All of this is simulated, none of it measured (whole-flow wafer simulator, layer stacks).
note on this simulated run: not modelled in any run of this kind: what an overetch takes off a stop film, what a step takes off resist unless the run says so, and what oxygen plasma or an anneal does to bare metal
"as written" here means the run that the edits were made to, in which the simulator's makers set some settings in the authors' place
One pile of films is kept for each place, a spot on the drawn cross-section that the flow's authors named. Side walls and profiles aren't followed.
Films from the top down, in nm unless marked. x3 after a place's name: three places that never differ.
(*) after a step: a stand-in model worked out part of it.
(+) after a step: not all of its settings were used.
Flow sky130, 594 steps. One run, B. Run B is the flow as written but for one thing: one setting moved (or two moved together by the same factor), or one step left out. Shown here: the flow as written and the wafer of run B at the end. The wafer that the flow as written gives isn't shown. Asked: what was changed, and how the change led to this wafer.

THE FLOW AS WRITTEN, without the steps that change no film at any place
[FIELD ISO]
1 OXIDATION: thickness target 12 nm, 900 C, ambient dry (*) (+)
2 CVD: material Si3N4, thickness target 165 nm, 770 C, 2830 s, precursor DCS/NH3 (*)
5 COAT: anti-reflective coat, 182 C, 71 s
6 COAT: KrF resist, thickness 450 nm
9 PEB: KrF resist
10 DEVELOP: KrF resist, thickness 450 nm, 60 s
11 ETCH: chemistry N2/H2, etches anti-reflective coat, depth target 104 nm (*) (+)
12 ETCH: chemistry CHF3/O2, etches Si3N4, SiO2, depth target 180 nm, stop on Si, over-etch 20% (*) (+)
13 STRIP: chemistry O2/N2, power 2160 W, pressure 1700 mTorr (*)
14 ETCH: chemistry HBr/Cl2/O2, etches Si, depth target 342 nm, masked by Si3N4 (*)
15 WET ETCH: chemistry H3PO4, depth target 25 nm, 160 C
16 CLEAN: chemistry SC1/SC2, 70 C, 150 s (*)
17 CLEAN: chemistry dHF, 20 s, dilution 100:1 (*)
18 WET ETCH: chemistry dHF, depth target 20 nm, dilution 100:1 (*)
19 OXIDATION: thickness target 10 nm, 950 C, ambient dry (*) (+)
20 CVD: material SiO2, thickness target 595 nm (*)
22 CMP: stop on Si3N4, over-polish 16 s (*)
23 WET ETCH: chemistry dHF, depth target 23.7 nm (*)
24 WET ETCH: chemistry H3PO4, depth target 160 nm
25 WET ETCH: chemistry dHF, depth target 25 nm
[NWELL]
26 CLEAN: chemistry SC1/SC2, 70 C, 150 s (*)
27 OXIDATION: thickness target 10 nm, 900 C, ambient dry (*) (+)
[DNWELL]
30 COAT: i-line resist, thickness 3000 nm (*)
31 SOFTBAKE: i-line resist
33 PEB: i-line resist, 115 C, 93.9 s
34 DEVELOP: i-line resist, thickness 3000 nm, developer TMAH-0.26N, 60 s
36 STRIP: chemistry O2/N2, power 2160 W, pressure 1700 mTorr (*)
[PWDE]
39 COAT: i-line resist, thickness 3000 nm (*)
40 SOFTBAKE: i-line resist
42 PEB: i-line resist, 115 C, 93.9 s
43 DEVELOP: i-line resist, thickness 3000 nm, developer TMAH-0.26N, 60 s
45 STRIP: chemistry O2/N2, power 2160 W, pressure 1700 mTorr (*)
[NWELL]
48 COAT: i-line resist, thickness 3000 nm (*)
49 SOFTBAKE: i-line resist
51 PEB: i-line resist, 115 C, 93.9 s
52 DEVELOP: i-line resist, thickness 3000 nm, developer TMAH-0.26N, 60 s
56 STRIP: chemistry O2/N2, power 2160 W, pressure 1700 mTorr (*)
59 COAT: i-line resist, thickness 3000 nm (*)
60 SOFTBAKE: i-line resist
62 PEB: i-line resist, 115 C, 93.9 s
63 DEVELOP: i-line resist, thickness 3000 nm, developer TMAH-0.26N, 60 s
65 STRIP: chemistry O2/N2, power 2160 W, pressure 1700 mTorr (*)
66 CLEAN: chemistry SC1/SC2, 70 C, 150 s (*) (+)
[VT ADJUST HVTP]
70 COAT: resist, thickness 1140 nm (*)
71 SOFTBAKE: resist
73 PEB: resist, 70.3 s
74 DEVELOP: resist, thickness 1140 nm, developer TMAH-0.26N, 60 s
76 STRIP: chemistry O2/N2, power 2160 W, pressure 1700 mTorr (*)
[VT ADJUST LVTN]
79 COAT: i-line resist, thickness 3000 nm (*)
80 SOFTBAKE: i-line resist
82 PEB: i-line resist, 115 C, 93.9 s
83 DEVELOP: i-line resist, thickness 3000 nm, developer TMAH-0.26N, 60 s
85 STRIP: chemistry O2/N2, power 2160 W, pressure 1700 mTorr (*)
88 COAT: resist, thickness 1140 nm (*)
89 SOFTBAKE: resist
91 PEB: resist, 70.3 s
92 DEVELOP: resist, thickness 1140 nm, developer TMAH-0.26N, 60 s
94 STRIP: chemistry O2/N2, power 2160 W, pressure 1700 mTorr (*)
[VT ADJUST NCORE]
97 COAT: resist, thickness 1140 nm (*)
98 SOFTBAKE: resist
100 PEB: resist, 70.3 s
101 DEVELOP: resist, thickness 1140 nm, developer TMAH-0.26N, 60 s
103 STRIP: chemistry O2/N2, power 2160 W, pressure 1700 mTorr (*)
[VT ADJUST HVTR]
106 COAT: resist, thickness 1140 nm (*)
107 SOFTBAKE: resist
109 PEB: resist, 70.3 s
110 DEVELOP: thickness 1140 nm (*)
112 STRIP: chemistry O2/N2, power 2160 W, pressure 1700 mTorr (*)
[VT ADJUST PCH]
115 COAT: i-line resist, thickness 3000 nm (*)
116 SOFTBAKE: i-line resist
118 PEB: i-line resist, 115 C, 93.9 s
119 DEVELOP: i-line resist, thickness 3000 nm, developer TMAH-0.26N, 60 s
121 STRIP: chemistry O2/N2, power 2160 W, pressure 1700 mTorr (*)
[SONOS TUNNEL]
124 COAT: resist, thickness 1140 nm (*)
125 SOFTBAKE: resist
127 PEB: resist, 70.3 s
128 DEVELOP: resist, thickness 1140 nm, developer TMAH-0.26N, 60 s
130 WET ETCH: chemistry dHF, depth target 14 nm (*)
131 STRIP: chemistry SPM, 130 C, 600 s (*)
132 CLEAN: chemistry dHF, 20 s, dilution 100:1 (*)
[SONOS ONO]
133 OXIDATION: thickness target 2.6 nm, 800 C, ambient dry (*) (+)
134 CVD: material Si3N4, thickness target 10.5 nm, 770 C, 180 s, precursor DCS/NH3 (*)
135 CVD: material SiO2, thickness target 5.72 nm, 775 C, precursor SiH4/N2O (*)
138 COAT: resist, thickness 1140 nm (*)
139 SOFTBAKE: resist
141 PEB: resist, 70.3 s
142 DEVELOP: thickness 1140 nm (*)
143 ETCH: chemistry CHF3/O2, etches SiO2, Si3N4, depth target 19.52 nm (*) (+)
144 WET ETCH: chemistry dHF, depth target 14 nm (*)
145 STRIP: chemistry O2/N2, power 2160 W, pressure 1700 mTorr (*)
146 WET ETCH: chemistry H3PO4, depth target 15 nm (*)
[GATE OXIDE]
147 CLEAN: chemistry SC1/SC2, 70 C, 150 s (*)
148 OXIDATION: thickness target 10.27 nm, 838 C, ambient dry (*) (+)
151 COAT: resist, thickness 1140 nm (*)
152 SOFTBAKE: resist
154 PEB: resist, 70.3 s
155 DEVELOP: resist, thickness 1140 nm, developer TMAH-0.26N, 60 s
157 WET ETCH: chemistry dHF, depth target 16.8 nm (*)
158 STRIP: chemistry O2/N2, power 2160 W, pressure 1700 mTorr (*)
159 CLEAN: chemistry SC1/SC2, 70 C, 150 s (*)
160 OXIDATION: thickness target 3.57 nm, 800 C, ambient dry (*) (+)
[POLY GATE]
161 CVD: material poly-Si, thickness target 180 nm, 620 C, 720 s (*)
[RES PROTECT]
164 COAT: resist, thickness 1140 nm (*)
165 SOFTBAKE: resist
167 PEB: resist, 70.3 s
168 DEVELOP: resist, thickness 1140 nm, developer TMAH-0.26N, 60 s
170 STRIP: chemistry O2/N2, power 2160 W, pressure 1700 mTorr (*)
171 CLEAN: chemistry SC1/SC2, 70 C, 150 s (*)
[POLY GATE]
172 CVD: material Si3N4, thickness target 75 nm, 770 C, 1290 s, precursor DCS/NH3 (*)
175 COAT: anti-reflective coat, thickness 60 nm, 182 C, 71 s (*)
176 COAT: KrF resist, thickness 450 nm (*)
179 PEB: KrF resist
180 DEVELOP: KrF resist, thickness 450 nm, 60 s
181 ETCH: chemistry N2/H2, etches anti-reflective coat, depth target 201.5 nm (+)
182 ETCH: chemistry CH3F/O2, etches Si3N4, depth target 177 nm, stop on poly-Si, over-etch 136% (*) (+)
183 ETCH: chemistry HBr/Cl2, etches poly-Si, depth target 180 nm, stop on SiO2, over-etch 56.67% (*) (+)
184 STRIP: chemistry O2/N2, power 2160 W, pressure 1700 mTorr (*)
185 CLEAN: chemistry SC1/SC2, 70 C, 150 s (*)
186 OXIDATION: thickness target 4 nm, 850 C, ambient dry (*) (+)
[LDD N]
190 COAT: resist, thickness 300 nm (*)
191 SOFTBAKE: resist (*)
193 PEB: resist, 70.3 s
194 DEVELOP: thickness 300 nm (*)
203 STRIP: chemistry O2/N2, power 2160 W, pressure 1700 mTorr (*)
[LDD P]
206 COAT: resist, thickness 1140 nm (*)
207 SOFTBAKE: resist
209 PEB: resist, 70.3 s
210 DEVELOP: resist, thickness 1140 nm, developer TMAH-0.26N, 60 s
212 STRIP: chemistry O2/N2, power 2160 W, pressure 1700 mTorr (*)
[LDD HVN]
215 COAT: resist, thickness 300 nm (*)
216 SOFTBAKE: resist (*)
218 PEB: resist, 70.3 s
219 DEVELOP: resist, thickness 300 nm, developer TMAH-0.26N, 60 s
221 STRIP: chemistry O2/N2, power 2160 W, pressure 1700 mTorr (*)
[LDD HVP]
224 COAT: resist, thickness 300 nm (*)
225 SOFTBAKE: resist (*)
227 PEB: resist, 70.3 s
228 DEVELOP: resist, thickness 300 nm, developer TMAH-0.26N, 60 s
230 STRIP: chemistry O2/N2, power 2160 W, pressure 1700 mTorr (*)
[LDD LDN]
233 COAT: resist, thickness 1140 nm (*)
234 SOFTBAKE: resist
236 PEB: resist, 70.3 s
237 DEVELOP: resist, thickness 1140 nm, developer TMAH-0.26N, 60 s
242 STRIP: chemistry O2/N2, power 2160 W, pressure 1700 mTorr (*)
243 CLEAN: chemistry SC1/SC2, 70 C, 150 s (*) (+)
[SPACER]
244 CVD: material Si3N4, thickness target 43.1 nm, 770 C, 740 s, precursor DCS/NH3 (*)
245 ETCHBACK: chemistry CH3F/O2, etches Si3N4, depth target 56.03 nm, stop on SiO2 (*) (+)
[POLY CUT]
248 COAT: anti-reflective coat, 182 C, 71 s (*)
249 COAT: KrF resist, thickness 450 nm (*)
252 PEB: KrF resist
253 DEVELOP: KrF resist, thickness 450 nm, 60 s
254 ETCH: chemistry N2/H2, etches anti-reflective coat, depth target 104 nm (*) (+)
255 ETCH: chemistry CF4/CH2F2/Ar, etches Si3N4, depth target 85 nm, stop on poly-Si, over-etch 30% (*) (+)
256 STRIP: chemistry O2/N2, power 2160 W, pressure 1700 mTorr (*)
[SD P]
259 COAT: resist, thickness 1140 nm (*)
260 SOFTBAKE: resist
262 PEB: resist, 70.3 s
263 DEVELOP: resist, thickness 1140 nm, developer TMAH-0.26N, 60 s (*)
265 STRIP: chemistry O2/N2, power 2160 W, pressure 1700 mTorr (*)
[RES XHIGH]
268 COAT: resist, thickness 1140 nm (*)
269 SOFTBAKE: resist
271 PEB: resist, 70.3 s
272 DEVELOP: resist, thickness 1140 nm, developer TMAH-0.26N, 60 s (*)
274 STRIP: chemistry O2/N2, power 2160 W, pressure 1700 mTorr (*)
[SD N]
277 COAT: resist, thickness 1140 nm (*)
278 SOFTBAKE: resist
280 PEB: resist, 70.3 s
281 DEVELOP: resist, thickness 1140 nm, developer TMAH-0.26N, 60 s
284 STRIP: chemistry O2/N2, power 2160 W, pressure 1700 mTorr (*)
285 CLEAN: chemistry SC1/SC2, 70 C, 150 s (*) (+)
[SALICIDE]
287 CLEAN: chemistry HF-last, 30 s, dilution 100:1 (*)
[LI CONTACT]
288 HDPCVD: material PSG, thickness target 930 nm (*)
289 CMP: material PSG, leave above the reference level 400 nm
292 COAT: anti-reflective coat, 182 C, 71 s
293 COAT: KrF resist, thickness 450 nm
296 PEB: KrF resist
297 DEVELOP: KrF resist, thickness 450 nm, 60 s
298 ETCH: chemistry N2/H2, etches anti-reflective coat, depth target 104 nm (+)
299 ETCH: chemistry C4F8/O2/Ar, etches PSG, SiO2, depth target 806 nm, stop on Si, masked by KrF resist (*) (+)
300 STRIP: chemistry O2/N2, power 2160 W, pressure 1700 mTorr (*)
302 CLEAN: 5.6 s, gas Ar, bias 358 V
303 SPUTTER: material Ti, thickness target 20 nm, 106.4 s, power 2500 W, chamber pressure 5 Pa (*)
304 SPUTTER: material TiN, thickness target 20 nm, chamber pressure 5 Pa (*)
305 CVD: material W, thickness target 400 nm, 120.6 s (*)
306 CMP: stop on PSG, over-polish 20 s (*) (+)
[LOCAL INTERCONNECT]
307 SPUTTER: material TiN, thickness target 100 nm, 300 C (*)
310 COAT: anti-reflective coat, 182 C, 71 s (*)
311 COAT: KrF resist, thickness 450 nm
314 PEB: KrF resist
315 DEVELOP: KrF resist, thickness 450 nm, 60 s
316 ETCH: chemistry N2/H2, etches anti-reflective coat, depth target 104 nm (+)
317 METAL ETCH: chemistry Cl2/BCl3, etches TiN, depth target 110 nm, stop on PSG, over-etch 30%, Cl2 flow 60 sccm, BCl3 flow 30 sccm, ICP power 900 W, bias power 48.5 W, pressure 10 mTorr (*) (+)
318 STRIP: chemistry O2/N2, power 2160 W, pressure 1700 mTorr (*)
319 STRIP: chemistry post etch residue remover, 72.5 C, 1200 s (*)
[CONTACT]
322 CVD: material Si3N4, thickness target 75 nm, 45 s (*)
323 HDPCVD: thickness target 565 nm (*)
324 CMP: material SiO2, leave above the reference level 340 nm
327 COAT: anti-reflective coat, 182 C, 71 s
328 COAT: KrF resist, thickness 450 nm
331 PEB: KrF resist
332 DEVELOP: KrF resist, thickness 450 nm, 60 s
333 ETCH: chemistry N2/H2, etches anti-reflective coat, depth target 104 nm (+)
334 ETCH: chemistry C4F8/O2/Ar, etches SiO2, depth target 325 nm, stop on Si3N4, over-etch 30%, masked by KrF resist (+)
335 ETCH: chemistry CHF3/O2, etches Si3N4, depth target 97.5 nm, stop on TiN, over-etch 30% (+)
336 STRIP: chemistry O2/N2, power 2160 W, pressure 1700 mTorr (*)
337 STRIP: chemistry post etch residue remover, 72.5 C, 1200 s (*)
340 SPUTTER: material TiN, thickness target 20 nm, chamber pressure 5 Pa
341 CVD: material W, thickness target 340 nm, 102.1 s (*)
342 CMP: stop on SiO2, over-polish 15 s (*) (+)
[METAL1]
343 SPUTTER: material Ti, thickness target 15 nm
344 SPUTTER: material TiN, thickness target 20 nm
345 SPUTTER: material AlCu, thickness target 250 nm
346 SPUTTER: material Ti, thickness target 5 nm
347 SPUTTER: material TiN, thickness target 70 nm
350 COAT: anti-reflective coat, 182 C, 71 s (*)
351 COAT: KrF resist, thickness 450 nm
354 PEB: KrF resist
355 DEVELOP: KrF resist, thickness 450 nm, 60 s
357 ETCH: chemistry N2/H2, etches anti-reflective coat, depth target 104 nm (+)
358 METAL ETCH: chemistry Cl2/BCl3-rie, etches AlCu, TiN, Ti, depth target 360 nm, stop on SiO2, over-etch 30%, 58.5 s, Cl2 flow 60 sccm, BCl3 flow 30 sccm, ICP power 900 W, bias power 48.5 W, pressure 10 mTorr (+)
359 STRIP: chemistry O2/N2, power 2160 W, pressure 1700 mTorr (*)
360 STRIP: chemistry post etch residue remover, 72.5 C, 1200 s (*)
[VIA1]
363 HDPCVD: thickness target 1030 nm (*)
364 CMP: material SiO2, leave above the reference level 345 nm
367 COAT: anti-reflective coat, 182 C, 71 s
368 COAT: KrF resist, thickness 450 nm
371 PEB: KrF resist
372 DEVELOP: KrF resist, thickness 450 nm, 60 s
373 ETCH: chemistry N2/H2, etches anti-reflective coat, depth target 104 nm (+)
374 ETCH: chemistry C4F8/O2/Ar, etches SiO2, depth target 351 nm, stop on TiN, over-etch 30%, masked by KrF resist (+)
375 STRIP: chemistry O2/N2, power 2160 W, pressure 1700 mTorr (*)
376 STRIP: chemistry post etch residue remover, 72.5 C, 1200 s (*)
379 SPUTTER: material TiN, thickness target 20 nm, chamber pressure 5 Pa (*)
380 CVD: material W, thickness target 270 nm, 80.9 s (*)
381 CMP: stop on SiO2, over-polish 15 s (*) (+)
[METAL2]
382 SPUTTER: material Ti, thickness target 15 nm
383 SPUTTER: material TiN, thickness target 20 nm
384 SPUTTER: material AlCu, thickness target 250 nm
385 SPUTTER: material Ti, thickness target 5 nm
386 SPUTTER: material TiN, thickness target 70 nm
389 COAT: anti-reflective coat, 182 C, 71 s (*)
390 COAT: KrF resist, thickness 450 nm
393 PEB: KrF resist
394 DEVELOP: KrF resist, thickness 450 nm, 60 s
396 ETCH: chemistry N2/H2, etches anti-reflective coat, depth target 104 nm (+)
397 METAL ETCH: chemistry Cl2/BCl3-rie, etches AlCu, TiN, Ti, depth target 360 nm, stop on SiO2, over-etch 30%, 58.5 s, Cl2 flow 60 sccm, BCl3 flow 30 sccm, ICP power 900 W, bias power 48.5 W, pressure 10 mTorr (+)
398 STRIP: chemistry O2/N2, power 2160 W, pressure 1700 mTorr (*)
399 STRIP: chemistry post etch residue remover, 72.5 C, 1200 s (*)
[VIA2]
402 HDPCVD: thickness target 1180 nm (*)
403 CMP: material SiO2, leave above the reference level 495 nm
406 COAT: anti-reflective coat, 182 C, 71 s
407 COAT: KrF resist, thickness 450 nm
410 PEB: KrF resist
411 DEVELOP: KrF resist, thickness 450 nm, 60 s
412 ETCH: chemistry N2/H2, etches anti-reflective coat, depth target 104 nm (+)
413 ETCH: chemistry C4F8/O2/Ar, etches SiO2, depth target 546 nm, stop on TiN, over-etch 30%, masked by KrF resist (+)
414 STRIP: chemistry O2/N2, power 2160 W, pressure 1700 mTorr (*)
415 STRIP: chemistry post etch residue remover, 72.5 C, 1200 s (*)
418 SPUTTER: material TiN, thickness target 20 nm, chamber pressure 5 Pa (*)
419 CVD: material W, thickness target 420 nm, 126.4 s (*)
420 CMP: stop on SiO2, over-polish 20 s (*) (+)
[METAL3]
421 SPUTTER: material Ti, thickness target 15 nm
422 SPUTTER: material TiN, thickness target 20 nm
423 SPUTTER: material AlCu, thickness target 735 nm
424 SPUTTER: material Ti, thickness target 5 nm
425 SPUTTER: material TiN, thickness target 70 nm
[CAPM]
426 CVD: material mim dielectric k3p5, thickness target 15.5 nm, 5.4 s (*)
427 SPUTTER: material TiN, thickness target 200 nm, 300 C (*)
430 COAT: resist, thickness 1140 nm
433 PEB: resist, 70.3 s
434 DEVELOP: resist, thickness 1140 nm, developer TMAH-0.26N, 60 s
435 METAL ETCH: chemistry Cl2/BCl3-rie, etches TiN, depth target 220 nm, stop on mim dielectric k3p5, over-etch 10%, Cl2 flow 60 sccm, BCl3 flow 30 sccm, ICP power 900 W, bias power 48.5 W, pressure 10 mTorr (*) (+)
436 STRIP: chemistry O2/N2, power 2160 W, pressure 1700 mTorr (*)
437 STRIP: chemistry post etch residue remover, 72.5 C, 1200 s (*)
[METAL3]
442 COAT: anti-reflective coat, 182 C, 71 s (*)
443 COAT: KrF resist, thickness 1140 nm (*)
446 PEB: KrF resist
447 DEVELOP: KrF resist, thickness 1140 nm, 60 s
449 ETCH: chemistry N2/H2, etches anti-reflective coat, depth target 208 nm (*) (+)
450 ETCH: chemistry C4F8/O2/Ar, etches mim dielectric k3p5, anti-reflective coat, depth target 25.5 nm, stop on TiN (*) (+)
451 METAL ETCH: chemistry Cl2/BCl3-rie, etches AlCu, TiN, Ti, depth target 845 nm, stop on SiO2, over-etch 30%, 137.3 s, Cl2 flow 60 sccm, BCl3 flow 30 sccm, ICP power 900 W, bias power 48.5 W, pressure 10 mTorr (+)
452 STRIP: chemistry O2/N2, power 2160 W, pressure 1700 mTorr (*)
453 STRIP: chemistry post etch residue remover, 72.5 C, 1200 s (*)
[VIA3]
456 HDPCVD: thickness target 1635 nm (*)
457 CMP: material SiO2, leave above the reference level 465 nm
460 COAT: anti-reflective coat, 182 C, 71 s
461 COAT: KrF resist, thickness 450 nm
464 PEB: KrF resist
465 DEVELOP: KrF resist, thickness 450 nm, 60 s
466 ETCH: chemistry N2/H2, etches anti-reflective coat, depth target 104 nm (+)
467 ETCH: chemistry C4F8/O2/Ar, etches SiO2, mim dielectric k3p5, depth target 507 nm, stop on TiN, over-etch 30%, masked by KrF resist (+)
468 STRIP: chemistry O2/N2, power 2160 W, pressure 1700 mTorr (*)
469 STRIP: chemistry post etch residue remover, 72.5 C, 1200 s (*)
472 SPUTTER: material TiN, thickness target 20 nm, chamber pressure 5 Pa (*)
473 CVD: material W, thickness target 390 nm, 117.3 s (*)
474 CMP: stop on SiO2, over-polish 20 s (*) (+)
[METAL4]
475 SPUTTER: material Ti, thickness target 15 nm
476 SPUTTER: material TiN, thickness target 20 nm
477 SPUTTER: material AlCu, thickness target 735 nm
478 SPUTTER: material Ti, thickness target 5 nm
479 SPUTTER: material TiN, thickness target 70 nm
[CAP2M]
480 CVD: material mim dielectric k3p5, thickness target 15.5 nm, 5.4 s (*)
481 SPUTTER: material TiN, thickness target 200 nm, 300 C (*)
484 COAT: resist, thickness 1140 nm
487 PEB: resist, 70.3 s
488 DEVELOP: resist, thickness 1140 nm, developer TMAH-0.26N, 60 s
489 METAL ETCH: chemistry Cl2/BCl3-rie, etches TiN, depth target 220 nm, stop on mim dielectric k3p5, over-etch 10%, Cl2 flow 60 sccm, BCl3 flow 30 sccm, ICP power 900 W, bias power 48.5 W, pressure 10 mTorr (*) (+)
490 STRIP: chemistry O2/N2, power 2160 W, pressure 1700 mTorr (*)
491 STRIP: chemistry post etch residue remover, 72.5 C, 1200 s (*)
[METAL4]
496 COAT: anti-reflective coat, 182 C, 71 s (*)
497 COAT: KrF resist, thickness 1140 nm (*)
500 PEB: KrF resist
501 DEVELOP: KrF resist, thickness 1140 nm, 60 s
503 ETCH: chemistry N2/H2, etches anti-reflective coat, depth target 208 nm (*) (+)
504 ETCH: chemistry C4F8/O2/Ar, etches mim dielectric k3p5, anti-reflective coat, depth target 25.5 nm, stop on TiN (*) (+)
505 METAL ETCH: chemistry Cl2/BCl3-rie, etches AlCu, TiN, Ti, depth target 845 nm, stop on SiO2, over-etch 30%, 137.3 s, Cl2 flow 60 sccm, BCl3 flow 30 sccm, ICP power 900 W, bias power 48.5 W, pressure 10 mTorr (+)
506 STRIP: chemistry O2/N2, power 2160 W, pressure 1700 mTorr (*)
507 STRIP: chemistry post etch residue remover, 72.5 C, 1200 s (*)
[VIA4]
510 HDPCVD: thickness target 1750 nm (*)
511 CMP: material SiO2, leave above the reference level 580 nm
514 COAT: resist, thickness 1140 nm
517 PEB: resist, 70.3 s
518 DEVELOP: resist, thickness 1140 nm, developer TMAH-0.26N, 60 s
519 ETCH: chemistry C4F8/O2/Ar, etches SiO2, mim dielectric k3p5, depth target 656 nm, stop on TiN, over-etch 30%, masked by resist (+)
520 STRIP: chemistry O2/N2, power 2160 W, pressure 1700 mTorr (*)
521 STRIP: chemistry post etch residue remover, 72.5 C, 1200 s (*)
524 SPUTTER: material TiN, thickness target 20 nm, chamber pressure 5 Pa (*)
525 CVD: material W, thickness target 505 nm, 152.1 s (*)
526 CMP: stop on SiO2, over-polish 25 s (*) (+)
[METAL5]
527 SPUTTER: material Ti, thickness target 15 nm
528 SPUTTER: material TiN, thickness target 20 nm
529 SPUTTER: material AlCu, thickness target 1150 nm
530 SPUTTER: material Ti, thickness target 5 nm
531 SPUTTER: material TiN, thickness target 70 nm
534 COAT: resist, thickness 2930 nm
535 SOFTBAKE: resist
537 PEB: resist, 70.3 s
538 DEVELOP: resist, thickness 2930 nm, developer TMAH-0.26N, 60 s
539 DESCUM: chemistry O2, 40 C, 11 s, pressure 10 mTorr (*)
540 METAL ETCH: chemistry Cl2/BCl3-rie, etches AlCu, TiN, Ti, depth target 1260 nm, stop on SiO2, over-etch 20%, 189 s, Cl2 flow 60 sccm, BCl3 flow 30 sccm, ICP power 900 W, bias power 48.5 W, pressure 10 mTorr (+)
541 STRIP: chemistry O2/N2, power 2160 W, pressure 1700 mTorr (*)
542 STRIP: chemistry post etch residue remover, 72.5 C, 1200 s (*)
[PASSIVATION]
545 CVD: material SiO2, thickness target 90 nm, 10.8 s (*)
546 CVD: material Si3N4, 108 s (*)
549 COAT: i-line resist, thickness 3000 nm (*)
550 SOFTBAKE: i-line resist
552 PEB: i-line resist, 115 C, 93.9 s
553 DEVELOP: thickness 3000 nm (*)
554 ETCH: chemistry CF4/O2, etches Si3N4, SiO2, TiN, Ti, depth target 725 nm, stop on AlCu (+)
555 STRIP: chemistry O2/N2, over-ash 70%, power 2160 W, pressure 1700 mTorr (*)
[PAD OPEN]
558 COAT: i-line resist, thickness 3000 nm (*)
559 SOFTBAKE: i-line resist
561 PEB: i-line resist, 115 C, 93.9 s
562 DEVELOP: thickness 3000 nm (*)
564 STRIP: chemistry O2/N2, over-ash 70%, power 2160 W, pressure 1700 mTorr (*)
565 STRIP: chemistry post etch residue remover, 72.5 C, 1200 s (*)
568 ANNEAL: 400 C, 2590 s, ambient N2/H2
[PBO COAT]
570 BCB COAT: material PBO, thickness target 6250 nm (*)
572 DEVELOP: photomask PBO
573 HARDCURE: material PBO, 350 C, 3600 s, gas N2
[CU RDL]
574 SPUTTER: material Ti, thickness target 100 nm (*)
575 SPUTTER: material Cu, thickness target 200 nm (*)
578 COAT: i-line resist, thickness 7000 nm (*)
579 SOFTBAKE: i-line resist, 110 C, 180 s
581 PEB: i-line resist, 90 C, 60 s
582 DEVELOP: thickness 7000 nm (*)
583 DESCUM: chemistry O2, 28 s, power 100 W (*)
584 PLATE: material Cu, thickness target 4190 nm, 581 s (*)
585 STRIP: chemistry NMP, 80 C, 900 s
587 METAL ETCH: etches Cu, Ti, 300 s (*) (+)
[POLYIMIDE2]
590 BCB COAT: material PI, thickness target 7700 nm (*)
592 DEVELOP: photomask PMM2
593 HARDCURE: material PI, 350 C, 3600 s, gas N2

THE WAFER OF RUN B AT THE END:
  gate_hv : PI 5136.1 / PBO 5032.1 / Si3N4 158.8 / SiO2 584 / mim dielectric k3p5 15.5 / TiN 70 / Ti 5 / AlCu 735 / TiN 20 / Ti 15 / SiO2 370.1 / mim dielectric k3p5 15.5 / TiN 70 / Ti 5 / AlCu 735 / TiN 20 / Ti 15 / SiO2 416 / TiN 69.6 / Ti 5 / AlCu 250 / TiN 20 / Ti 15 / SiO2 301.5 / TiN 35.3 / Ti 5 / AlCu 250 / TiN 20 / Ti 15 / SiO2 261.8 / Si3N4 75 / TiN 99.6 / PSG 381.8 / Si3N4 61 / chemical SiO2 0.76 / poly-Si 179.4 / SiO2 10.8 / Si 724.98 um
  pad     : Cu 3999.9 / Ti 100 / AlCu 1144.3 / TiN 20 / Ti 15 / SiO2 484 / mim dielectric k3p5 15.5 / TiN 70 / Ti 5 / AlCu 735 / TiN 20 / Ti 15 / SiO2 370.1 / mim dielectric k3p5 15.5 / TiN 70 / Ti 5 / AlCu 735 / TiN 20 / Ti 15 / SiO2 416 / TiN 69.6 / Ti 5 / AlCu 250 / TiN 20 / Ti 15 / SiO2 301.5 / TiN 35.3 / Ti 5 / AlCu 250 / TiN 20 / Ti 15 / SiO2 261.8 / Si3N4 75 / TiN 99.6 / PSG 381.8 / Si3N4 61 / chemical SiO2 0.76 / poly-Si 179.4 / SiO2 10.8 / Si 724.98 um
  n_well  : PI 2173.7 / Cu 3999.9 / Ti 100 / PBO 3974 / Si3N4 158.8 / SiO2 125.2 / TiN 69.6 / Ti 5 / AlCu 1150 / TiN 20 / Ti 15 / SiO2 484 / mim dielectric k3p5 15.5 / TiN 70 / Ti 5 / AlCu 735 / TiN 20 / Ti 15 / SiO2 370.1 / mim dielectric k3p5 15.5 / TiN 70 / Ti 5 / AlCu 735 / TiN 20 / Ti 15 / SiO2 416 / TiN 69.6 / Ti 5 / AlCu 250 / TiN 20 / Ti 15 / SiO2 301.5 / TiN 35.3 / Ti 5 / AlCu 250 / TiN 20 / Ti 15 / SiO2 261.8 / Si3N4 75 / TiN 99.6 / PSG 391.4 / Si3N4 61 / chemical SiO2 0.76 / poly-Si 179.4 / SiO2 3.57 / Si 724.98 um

The cause: step 347, SPUTTER: thickness target 35.7 nm was run, where the flow has thickness target 70 nm.

How the change led to this, step by step:
  347 SPUTTER: material TiN, thickness target 70 nm
      field, active, n_well and 188 more: TiN +35.7 (new film) (as written it would be: TiN +70 (new film))
  358 METAL ETCH: chemistry Cl2/BCl3-rie, etches AlCu, TiN, Ti, depth target 360 nm, stop on SiO2, over-etch 30%, 58.5 s, Cl2 flow 60 sccm, BCl3 flow 30 sccm, ICP power 900 W, bias power 48.5 W, pressure 10 mTorr (+)
      field, active, gate and 81 more: TiN -34.4 (all of it), Ti -5 (all of it), AlCu -250 (all of it), TiN -20 (all of it), Ti -15 (all of it), SiO2 -14.4 (as written it would be: TiN -68.7 (all of it), Ti -5 (all of it), AlCu -250 (all of it), TiN -20 (all of it), Ti -15 (all of it), SiO2 -10.9)
  364 CMP: material SiO2, leave above the reference level 345 nm
      n_well, p_well, gate_hv and 100 more: SiO2 -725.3 (as written it would be: SiO2 -759.6)
      poly_licon, ndiff_licon, ndiff_licon_cpp, rpo_hd_licon: SiO2 -724.7 (as written it would be: SiO2 -759)
  374 ETCH: chemistry C4F8/O2/Ar, etches SiO2, depth target 351 nm, stop on TiN, over-etch 30%, masked by KrF resist (+)
      m1, via1_hole: SiO2 -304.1 (all of it) (as written it would be: SiO2 -269.8 (all of it))
  379 SPUTTER: material TiN, thickness target 20 nm, chamber pressure 5 Pa (*)
      m1: TiN +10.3 (as written it would be: TiN +11)
      via1_hole: TiN +10.3 (as written it would be: TiN +10.9)
  380 CVD: material W, thickness target 270 nm, 80.9 s (*)
      m1, via1_hole: W +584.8 (new film) (as written it would be: W +549.9 (new film))
